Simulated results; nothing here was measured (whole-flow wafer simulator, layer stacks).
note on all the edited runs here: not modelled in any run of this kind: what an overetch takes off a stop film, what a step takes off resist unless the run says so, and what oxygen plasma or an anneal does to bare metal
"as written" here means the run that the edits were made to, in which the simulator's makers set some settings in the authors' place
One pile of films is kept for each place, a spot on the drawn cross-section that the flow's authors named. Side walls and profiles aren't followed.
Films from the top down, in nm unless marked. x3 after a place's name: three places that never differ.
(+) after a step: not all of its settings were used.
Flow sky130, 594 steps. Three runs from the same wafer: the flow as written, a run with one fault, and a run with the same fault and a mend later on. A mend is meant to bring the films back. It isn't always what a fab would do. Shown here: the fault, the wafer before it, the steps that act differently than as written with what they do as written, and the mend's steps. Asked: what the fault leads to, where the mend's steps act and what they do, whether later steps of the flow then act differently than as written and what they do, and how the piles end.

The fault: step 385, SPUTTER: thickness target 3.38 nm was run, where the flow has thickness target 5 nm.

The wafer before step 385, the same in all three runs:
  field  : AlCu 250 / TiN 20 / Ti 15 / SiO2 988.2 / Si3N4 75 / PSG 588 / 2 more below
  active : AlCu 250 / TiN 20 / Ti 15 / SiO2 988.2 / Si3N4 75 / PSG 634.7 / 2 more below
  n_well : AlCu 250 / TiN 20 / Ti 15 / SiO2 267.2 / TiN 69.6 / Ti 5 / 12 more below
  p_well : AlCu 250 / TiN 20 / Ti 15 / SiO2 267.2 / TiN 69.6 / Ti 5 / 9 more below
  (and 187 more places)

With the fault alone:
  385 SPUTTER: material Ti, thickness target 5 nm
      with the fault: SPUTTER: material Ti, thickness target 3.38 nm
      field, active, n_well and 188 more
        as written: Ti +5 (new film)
        with the fault: Ti +3.38 (new film)
  Later steps of the flow that act differently than as written (20 more steps differ only slightly, by at most 2% or 0.5 nm, whichever is larger, and aren't shown):
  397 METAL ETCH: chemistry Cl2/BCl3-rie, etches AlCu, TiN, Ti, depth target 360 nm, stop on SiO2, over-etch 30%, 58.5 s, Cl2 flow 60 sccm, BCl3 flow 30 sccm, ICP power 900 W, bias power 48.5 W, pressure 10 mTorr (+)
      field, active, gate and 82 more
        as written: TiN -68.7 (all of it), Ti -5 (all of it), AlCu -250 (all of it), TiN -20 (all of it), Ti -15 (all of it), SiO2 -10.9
        with the fault: TiN -68.7 (all of it), Ti -3.38 (all of it), AlCu -250 (all of it), TiN -20 (all of it), Ti -15 (all of it), SiO2 -11.1
  At the end the piles differ from the flow's by more than 2% or 0.5 nm, whichever is larger, at n_well, p_well, gate_hv and 103 more.
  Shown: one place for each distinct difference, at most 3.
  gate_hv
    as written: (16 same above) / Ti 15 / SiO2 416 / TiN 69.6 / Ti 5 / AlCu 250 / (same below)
    with the fault: (16 same above) / Ti 15 / SiO2 417.6 / TiN 69.6 / Ti 3.38 / AlCu 250 / (same below)
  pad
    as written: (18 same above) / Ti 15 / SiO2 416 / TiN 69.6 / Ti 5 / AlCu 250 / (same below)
    with the fault: (18 same above) / Ti 15 / SiO2 417.6 / TiN 69.6 / Ti 3.38 / AlCu 250 / (same below)
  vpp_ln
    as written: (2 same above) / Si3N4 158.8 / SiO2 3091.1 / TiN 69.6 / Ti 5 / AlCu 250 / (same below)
    with the fault: (2 same above) / Si3N4 158.8 / SiO2 3092.7 / TiN 69.6 / Ti 3.38 / AlCu 250 / (same below)

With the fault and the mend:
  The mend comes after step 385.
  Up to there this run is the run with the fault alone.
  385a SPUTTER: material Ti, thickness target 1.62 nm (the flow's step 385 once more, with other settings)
      field, active, n_well and 188 more
        Ti +1.62
  No later step of the flow acts differently than as written at any place that is followed.
  At the end the piles are the same as the flow's at every place that both follow.
